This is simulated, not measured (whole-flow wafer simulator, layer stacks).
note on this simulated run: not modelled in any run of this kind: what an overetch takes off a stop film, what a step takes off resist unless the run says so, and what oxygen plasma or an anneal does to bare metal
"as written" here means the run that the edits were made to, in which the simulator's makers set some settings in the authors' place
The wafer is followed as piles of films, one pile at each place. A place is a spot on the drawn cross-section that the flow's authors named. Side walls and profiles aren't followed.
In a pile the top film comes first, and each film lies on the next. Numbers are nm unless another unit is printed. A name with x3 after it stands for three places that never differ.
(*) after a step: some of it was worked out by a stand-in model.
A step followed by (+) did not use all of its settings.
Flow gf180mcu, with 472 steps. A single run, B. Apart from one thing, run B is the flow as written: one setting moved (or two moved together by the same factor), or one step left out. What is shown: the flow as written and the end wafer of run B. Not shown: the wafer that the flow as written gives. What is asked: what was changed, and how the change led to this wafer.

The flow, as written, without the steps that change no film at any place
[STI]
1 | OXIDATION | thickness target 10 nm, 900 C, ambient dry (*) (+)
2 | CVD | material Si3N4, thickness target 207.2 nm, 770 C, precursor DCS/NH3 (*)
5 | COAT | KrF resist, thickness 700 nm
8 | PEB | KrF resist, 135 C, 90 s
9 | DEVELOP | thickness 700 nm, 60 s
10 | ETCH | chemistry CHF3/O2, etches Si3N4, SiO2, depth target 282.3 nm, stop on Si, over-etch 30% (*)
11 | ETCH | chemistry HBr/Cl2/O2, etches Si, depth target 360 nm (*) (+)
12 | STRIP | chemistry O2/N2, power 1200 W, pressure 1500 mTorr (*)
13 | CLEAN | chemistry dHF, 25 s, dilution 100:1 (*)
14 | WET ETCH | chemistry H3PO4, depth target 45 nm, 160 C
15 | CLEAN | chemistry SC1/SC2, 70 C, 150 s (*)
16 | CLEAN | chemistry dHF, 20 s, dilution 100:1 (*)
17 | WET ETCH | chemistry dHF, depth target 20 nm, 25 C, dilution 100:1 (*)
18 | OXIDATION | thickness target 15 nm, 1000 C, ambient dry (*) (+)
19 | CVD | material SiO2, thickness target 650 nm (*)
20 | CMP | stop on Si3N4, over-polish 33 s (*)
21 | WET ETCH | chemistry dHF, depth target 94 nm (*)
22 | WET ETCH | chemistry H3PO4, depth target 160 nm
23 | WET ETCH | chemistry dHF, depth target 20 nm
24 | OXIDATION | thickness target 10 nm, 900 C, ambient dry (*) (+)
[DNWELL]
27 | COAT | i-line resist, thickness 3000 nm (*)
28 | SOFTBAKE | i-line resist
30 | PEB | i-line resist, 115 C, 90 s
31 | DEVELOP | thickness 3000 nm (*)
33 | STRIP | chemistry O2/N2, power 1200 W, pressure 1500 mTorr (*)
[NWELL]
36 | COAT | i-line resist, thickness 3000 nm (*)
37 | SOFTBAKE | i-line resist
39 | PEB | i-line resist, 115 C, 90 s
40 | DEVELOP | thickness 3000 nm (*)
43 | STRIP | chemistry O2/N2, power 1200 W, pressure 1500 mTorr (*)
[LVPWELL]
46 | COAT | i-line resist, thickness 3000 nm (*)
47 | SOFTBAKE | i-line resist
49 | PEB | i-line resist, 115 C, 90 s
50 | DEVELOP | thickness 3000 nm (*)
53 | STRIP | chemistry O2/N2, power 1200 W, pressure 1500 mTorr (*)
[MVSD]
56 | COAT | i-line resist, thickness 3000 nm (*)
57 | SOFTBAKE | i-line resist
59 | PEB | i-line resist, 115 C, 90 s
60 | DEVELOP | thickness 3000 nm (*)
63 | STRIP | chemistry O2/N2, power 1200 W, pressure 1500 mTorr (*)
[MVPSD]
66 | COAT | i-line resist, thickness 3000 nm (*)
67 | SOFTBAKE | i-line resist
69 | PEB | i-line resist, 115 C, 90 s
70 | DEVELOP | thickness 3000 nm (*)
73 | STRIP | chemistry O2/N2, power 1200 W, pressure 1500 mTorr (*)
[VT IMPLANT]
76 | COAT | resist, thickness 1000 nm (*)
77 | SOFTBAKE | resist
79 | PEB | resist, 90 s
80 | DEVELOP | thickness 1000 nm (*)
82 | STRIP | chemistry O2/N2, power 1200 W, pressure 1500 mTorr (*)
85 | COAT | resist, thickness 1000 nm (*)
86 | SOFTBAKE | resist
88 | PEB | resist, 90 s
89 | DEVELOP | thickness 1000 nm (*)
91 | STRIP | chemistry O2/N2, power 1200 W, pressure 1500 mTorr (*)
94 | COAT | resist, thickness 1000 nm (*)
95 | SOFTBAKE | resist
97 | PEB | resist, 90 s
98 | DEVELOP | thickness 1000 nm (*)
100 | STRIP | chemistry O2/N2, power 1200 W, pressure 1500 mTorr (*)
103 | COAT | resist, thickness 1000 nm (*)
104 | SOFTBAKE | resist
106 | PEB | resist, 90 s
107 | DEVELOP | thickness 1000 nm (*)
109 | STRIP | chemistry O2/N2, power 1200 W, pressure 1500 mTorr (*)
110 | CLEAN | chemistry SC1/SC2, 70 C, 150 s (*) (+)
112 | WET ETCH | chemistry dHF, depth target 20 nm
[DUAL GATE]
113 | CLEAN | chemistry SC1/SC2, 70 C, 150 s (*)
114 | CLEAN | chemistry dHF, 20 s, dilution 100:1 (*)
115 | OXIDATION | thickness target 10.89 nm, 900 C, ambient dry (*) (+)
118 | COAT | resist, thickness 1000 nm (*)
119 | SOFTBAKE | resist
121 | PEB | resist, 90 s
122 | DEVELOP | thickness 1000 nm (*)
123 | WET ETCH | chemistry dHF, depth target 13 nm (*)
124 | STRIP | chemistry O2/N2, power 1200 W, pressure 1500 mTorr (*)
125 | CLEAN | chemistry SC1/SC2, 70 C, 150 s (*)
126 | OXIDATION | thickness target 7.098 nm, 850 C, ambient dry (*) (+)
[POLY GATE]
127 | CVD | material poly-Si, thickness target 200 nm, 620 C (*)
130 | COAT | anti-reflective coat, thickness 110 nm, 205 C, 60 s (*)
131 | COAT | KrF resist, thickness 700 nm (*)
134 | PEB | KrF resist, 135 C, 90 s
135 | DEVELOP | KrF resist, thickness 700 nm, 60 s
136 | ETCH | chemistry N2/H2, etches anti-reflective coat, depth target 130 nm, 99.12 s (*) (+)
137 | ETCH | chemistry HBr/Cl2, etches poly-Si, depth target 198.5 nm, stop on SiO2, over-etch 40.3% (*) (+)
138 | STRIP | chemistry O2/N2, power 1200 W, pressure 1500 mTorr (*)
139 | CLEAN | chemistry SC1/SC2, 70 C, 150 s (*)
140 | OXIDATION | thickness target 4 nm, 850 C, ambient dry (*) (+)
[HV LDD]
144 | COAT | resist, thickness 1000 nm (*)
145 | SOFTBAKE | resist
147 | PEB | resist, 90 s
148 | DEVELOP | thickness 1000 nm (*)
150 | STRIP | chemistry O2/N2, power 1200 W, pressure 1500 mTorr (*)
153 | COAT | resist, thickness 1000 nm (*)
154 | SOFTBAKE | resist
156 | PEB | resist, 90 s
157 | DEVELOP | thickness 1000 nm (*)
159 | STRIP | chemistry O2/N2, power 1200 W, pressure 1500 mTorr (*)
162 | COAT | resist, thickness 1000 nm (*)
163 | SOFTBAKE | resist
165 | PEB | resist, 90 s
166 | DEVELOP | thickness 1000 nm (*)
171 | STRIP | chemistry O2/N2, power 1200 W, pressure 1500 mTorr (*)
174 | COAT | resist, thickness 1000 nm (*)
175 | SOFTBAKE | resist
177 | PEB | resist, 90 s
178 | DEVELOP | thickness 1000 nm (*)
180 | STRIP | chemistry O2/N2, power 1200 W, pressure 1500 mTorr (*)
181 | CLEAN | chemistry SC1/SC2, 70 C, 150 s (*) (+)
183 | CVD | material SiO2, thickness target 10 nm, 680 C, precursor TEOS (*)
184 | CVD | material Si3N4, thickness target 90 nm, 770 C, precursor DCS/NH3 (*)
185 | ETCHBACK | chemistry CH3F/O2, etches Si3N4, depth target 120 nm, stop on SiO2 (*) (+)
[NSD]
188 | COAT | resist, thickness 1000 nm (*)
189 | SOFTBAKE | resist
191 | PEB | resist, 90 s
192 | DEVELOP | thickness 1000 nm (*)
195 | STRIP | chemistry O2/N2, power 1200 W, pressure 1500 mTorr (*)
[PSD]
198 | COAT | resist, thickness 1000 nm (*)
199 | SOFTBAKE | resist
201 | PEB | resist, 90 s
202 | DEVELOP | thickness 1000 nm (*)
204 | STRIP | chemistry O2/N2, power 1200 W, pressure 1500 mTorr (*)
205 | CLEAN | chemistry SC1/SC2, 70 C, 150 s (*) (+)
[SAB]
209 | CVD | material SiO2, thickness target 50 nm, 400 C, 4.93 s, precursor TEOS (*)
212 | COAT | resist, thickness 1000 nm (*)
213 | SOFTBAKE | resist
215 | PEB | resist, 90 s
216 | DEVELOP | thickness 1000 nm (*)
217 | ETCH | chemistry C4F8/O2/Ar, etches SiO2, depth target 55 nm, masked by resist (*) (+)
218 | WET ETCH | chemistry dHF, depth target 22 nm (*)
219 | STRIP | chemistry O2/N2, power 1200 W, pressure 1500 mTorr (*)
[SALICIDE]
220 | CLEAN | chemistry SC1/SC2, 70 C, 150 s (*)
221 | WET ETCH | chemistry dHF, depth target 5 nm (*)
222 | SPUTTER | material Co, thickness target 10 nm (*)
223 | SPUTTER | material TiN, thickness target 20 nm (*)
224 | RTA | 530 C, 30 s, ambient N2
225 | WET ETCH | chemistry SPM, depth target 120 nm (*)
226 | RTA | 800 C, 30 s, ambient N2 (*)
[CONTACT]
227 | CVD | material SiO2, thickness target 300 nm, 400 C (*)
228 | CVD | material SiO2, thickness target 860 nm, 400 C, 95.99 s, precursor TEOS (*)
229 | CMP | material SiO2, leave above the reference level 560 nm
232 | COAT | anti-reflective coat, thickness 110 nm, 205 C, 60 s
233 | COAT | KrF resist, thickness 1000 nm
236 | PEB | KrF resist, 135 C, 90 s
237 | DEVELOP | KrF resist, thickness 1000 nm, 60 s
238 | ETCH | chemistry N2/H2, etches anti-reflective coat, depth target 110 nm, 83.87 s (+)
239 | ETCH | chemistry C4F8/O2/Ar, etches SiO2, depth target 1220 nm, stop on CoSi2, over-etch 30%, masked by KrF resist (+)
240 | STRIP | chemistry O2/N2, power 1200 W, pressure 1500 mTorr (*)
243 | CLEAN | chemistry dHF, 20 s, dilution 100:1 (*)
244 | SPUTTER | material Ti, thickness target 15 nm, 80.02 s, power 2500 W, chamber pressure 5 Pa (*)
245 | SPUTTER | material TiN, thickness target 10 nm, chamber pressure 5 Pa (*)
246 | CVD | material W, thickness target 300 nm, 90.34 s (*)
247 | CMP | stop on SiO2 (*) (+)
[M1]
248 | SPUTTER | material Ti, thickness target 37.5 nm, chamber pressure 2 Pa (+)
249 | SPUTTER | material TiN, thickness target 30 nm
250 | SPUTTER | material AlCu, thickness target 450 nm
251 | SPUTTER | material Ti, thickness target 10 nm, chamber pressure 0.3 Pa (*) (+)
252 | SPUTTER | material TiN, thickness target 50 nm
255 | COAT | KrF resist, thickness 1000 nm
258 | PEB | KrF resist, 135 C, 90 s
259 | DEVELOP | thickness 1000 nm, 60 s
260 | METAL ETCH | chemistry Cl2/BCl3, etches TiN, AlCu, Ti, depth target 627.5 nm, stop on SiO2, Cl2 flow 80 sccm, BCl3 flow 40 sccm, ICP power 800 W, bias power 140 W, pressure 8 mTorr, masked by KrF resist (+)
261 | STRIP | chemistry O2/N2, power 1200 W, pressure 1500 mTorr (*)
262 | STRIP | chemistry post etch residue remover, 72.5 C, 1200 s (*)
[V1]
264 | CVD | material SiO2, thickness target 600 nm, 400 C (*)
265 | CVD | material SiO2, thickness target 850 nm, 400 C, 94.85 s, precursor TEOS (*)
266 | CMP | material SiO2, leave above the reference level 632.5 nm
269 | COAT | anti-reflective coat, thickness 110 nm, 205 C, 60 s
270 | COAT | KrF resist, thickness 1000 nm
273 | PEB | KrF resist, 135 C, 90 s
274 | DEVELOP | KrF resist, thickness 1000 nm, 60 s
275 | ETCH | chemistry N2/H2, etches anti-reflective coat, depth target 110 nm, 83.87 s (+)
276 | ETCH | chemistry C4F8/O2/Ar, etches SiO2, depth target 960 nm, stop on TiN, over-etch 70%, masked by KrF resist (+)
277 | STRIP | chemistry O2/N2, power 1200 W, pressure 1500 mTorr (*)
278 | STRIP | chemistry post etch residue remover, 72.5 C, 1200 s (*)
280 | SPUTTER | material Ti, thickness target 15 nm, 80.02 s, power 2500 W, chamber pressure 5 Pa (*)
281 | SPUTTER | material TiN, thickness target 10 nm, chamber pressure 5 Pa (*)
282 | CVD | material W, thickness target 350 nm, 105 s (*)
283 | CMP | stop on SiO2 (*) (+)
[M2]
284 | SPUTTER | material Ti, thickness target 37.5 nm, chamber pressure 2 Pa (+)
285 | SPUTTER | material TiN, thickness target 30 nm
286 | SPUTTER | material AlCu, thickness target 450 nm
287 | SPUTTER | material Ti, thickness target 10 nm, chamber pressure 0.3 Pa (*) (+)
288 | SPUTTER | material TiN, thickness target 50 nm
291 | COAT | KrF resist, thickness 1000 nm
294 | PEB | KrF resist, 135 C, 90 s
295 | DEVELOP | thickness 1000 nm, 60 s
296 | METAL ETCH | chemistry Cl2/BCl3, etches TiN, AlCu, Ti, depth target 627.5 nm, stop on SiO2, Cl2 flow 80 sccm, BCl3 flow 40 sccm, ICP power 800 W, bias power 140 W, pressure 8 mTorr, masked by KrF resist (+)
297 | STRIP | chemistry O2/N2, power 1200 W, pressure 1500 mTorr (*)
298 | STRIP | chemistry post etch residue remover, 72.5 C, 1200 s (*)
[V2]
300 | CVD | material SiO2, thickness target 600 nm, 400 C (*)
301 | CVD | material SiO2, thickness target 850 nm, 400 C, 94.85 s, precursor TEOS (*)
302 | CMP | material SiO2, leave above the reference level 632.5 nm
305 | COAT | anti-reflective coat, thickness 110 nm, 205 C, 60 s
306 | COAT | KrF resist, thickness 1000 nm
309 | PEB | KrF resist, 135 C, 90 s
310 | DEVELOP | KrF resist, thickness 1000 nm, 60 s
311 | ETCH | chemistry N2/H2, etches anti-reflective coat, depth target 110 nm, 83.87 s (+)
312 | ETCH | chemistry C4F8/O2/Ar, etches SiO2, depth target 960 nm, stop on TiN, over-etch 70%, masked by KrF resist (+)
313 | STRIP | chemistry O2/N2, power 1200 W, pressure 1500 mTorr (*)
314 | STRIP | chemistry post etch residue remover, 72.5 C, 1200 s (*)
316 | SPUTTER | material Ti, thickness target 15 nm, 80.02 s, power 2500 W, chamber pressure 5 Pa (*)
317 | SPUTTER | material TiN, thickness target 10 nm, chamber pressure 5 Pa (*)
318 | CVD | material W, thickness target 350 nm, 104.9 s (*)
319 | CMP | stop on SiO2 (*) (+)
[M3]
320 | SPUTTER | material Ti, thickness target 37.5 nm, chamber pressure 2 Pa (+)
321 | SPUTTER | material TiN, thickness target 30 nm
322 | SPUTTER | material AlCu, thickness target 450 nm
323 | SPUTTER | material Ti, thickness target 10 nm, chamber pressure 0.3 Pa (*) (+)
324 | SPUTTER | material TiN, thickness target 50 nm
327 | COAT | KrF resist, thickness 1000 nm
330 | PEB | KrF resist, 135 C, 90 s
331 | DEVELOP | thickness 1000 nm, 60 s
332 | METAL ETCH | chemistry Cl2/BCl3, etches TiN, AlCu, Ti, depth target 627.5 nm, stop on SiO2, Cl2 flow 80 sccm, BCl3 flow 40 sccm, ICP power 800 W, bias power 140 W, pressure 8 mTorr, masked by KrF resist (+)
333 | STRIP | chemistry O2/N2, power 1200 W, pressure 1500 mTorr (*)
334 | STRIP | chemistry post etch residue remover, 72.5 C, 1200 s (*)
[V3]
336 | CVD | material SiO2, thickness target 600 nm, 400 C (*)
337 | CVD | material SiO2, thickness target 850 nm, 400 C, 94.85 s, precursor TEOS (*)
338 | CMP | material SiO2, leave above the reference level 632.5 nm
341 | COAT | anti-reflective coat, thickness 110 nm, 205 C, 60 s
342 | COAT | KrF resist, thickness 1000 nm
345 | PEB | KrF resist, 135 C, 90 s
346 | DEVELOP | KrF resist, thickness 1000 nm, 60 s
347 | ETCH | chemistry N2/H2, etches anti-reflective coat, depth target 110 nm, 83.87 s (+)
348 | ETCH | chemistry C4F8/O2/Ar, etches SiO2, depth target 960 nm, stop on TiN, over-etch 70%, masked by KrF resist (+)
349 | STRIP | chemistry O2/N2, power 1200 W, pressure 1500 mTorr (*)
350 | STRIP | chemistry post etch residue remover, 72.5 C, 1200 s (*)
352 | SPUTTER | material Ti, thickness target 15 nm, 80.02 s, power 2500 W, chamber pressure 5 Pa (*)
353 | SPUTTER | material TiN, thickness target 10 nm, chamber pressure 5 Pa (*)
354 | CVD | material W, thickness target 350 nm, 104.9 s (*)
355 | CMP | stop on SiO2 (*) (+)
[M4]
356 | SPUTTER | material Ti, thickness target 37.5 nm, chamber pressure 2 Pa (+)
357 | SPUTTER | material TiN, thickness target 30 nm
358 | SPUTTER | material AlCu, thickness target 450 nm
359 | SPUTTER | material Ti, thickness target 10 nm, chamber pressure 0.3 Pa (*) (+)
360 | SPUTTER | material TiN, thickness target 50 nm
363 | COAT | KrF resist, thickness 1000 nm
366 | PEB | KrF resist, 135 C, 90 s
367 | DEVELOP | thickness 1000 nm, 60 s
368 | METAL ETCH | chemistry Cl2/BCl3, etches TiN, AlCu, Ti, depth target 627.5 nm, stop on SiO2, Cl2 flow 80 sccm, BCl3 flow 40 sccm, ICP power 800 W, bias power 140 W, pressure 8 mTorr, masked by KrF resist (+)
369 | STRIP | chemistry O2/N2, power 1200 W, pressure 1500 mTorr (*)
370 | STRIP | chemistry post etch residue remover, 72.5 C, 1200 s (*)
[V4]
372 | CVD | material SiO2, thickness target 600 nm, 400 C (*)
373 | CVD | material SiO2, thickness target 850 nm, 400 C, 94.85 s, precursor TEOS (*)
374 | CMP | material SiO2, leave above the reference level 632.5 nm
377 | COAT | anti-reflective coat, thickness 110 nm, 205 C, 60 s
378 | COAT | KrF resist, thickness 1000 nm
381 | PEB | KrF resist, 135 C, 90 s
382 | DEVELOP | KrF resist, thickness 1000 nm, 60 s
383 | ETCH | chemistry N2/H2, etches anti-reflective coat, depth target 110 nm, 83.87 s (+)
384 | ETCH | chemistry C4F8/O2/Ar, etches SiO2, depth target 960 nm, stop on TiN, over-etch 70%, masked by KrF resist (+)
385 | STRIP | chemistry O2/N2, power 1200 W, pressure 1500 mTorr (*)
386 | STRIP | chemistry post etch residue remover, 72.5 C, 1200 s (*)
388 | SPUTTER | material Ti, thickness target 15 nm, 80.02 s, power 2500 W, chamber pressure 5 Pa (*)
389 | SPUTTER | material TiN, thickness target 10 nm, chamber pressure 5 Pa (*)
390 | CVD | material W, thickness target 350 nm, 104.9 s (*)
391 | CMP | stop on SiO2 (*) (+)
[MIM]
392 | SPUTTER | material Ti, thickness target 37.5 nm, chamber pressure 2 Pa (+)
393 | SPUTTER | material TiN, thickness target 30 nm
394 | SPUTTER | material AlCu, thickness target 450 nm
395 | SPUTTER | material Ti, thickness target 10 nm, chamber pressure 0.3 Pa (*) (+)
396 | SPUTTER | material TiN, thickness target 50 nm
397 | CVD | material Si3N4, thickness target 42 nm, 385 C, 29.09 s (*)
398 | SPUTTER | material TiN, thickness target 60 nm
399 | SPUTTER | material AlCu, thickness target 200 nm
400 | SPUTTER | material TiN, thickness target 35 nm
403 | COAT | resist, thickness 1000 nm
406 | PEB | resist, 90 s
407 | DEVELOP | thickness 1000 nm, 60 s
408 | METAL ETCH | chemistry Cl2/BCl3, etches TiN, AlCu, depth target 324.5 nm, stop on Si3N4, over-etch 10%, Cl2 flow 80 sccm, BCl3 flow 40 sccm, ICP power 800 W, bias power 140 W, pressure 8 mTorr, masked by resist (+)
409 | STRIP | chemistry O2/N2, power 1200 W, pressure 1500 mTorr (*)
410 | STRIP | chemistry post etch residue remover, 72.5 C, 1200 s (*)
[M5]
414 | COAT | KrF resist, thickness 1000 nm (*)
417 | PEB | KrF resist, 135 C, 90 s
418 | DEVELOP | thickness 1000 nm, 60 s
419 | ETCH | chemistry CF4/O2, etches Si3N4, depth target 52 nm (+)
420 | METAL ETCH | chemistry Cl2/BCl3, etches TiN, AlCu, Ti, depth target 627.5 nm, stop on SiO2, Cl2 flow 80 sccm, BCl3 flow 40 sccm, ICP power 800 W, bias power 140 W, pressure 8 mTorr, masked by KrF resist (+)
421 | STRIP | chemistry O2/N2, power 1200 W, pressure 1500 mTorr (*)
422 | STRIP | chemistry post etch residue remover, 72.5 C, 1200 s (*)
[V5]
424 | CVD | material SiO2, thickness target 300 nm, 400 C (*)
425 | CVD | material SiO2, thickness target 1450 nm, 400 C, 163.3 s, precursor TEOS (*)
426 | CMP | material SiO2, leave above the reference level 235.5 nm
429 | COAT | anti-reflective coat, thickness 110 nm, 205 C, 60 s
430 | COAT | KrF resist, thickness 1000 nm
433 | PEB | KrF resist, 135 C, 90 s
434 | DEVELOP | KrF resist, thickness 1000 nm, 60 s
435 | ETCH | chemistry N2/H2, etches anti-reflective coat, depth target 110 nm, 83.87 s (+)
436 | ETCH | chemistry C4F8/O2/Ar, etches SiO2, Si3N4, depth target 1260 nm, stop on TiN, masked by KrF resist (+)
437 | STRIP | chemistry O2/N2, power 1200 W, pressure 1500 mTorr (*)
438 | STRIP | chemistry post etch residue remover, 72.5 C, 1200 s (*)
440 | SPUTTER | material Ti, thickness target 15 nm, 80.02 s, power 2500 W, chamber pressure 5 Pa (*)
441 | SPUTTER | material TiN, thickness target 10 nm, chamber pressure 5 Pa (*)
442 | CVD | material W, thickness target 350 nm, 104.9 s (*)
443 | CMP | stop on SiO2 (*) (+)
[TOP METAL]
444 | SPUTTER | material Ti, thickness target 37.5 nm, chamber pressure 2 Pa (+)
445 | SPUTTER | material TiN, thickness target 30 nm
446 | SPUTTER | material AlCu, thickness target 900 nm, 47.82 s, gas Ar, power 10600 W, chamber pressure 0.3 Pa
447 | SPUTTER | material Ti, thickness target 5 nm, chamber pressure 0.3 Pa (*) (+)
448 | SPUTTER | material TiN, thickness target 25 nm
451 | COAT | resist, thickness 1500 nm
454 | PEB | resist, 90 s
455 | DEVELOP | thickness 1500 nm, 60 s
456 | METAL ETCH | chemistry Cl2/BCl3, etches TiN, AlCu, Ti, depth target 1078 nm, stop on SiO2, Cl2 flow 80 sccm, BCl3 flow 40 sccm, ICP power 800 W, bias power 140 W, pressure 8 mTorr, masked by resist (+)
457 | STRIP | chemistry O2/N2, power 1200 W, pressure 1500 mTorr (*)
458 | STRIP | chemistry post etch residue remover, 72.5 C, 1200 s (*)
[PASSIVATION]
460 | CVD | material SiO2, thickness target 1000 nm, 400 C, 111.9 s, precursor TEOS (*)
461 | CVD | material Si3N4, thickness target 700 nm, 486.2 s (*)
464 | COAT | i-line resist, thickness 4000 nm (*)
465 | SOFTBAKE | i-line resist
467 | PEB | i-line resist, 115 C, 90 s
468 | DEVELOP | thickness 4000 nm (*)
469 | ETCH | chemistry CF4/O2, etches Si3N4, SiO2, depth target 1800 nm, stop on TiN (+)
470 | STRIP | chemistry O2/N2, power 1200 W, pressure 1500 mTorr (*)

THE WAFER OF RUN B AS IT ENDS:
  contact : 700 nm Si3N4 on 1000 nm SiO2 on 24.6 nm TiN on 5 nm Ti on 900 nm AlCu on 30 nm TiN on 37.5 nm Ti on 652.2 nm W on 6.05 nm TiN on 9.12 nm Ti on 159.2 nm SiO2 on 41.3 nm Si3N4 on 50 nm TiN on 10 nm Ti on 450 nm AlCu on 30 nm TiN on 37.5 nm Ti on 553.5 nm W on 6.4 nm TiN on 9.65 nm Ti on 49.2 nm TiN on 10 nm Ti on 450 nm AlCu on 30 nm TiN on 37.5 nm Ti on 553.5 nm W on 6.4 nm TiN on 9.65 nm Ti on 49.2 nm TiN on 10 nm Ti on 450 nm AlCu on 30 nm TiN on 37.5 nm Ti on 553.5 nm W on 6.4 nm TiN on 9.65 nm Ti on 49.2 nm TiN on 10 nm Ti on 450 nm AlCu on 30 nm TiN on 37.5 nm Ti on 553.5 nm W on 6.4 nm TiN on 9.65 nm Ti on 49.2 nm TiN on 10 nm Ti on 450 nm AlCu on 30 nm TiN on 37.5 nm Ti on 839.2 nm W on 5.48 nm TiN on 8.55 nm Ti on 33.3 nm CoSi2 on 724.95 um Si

What caused this: step 436, ETCH: depth target 670.3 nm was run, though the flow has depth target 1260 nm.

The path from the change to this, step by step:
  436 | ETCH | chemistry C4F8/O2/Ar, etches SiO2, Si3N4, depth target 1260 nm, stop on TiN, masked by KrF resist (+)
      contact: SiO2 loses 670.3 (as written it would have been: SiO2 loses 829.5 (all of it), Si3N4 loses 41.3 (all of it))
      field, field__w1, field__w2 and 108 more: KrF resist loses 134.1 (as written it would have been: KrF resist loses 252)
  437 | STRIP | chemistry O2/N2, power 1200 W, pressure 1500 mTorr (*)
      field, field__w1, field__w2 and 108 more: KrF resist loses 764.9 (all of it), anti-reflective coat loses 110 (all of it) (as written it would have been: KrF resist loses 646.9 (all of it), anti-reflective coat loses 110 (all of it))
  440 | SPUTTER | material Ti, thickness target 15 nm, 80.02 s, power 2500 W, chamber pressure 5 Pa (*)
      contact: Ti gains 9.12 (new film) (as written it would have been: Ti gains 8.12 (new film))
  441 | SPUTTER | material TiN, thickness target 10 nm, chamber pressure 5 Pa (*)
      contact: TiN gains 6.05 (new film) (as written it would have been: TiN gains 5.38 (new film))
  442 | CVD | material W, thickness target 350 nm, 104.9 s (*)
      contact: W gains 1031 (new film) (as written it would have been: W gains 1233.6 (new film))
Taking metal films that touch as one body, contact has 2 bodies (between them, from the top down: SiO2 159.2 / Si3N4 41.3); the flow as written gives 1 body.
